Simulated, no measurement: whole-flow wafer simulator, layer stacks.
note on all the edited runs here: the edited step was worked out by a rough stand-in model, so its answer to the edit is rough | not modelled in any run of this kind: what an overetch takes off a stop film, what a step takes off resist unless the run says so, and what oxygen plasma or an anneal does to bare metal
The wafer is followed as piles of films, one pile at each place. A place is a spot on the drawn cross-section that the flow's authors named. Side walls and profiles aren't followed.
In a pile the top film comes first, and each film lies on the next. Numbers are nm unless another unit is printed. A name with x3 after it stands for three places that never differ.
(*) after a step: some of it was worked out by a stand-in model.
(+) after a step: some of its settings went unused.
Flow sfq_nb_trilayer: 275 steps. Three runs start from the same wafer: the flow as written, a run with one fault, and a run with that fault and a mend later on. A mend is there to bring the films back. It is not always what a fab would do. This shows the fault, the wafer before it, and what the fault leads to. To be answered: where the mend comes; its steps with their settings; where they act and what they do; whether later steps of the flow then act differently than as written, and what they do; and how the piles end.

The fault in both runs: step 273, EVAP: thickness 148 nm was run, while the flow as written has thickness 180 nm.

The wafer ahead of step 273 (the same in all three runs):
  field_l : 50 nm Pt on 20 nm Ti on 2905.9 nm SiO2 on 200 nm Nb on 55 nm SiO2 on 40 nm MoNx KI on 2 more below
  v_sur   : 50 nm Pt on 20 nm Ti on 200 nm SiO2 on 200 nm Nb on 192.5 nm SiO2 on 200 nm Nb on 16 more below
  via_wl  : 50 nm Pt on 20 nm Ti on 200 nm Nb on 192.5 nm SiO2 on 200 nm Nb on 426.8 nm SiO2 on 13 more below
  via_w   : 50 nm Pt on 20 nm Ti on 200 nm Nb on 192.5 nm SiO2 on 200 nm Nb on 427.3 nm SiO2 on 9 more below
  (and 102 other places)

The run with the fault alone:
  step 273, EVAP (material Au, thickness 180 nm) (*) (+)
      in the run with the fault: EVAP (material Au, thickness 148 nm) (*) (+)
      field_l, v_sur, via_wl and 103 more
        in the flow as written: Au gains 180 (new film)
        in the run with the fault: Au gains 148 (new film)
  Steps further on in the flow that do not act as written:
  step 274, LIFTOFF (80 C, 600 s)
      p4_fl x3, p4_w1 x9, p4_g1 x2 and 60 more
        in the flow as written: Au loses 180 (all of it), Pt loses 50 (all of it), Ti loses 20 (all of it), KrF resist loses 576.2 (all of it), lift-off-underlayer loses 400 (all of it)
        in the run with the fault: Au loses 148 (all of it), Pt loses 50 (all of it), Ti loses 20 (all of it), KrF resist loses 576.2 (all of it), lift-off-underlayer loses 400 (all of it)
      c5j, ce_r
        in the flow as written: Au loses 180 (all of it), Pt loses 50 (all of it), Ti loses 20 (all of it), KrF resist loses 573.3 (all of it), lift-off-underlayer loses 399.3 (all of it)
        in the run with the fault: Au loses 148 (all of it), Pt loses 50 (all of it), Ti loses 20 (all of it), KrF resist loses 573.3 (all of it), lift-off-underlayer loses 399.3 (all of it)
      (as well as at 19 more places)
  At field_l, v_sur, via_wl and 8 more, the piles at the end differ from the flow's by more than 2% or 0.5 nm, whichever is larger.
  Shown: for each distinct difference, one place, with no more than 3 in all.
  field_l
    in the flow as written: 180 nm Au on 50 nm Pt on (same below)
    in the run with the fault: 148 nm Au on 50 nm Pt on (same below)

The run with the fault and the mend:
  The mend stands after step 273.
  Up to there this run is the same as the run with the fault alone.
  step 273a, EVAP (material Au, thickness 32 nm) (*) (+) (a further turn of the flow's step 273, with different settings)
      field_l, v_sur, via_wl and 103 more
        Au gains 32
  None of the later steps of the flow acts differently than as written at any place that is followed.
  The piles end the same as the flow's at every place that both follow.
